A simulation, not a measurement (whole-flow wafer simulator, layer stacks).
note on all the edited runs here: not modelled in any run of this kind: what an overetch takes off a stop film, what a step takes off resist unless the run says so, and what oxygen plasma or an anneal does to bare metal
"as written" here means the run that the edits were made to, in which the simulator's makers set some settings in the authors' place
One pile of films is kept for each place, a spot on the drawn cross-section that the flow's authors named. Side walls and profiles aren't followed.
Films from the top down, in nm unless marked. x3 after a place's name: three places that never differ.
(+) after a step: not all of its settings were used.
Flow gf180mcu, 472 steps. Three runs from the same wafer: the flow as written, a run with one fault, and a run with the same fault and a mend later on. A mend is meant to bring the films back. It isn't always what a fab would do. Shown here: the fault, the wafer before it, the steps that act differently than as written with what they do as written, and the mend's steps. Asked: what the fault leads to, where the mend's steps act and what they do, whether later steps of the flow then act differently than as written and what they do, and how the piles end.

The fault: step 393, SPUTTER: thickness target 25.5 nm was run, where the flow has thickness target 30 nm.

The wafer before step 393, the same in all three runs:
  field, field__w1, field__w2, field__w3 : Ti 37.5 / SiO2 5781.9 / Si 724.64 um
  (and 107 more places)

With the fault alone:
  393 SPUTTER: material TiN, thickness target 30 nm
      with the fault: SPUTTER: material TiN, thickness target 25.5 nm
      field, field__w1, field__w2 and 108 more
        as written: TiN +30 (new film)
        with the fault: TiN +25.5 (new film)
  Later steps of the flow that act differently than as written (2 more steps differ only slightly, by at most 2% or 0.5 nm, whichever is larger, and aren't shown):
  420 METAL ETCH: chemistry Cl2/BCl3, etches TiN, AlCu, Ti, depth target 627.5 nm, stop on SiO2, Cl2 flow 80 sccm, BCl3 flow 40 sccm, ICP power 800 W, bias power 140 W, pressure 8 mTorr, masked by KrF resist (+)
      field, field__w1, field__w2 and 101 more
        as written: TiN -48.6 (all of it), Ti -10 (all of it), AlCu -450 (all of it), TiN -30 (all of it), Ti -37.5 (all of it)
        with the fault: TiN -48.6 (all of it), Ti -10 (all of it), AlCu -450 (all of it), TiN -25.5 (all of it), Ti -37.5 (all of it)
  At the end the piles differ from the flow's by more than 2% or 0.5 nm, whichever is larger, at field__w4, field__w8, contact, m1, m1__w1, mim, mim_1p0, m1_nw.
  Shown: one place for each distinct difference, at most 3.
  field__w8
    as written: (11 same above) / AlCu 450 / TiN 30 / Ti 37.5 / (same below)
    with the fault: (11 same above) / AlCu 450 / TiN 25.5 / Ti 37.5 / (same below)
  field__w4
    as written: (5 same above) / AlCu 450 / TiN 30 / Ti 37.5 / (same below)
    with the fault: (5 same above) / AlCu 450 / TiN 25.5 / Ti 37.5 / (same below)
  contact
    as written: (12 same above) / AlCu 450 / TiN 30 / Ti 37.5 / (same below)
    with the fault: (12 same above) / AlCu 450 / TiN 25.5 / Ti 37.5 / (same below)

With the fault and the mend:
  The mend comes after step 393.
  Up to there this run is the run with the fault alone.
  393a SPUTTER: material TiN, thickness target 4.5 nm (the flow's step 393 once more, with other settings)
      field, field__w1, field__w2 and 108 more
        TiN +4.5
  No later step of the flow acts differently than as written at any place that is followed.
  At the end the piles are the same as the flow's at every place that both follow.
